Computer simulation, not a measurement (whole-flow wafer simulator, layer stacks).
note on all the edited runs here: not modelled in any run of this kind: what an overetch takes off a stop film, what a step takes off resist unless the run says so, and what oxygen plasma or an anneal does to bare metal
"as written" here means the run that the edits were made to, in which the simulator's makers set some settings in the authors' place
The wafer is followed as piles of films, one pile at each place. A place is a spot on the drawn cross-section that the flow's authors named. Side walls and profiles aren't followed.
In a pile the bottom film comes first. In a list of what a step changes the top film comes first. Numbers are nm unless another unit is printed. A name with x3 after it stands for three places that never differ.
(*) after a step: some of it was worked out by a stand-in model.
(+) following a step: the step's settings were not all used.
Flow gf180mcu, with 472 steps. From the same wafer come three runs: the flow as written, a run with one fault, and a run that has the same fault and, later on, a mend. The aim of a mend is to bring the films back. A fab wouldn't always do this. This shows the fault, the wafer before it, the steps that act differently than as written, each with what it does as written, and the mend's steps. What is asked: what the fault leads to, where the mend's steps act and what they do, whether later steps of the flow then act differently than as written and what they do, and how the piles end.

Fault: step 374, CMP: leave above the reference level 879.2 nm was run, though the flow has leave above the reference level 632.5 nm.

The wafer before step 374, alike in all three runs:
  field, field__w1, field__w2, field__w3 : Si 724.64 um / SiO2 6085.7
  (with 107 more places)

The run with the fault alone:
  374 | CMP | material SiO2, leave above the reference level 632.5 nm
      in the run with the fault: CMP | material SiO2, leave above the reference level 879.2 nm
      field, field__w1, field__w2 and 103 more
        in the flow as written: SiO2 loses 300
        in the run with the fault: SiO2 loses 53.3
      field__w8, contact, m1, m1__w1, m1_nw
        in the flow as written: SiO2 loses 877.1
        in the run with the fault: SiO2 loses 630.4
  Steps later in the flow that act otherwise than as written:
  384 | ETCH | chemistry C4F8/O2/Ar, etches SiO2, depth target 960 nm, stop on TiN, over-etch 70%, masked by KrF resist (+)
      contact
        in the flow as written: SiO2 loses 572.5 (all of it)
        in the run with the fault: SiO2 loses 819.2 (all of it)
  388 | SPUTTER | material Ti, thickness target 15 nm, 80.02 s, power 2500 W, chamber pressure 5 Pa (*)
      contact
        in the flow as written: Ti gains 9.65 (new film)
        in the run with the fault: Ti gains 8.37 (new film)
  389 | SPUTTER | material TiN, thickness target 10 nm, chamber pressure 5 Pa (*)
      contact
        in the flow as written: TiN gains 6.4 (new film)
        in the run with the fault: TiN gains 5.54 (new film)
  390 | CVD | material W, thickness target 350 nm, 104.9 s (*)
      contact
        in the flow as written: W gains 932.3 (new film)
        in the run with the fault: W gains 1181.1 (new film)
  At field, field__w1, field__w2 and 109 more, the piles at the end differ from the flow's by more than 2% or 0.5 nm, whichever is larger.
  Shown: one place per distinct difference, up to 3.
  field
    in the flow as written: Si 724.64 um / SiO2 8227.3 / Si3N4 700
    in the run with the fault: Si 724.64 um / SiO2 8474 / Si3N4 700
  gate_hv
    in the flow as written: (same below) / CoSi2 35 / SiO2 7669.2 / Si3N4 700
    in the run with the fault: (same below) / CoSi2 35 / SiO2 7915.9 / Si3N4 700
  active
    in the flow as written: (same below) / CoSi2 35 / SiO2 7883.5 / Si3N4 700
    in the run with the fault: (same below) / CoSi2 35 / SiO2 8130.2 / Si3N4 700

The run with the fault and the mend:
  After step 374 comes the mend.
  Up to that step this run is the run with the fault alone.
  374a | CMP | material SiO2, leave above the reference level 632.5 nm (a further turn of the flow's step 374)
      field, field__w1, field__w2 and 108 more
        SiO2 loses 246.7
  None of the later steps of the flow acts differently than as written at any place that is followed.
  By the end, the piles equal the flow's at every place that both follow.
